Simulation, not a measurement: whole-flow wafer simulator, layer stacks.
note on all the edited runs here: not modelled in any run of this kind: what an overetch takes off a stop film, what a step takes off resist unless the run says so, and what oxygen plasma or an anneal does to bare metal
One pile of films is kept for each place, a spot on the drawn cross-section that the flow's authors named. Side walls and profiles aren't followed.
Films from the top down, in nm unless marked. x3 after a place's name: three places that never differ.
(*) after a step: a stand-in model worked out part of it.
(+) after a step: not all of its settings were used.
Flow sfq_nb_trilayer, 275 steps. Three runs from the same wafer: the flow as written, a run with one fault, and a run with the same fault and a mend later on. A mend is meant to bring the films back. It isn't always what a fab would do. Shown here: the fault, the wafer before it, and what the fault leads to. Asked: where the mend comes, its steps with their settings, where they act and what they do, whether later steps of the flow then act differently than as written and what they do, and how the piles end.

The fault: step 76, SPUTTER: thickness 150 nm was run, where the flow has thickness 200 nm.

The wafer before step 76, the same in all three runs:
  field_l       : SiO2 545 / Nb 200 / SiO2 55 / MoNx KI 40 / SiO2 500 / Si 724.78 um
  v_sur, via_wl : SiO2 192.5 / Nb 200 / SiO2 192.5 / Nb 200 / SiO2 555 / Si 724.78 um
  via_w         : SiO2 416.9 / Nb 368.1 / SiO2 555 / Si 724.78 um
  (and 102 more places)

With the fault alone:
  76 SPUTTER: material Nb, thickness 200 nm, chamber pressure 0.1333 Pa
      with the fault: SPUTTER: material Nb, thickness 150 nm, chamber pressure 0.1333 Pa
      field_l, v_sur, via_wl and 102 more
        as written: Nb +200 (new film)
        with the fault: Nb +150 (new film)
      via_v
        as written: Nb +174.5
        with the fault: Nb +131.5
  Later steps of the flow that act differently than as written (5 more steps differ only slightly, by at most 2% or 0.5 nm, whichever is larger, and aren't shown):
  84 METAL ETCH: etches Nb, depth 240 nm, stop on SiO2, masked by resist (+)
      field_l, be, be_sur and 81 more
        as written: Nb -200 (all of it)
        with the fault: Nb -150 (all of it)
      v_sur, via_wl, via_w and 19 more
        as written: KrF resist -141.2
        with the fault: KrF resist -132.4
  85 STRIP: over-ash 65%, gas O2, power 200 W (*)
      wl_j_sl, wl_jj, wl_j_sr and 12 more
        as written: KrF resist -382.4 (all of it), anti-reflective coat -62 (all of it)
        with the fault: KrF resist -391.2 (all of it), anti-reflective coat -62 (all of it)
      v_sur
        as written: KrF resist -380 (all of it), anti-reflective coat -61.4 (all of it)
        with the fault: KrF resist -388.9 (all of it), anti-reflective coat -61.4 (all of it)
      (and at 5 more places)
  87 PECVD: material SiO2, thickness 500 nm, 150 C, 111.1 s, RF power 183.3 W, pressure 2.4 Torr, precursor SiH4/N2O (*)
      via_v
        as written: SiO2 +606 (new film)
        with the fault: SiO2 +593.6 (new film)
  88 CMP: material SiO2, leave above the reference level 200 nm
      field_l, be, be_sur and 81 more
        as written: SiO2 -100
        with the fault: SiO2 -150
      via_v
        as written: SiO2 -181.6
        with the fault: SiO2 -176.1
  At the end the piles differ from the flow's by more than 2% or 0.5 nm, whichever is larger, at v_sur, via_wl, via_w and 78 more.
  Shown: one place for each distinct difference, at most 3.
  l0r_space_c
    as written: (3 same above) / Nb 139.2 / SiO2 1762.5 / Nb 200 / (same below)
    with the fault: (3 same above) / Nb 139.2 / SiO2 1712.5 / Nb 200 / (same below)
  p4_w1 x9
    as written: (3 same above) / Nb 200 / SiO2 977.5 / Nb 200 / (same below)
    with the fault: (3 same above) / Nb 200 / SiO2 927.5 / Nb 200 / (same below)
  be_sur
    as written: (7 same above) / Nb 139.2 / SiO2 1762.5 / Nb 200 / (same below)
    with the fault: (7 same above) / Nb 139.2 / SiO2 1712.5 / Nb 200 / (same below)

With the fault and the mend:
  The mend comes after step 76.
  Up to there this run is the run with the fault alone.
  76a SPUTTER: material Nb, thickness 50 nm, chamber pressure 0.1333 Pa (the flow's step 76 once more, with other settings)
      field_l, v_sur, via_wl and 102 more
        Nb +50
      via_v
        Nb +39.5
  No later step of the flow acts differently than as written, at any place that is followed, by more than 2% or 0.5 nm, whichever is larger.
  At the end the piles differ from the flow's only slightly at the places that both follow, by at most 2% or 0.5 nm, whichever is larger.
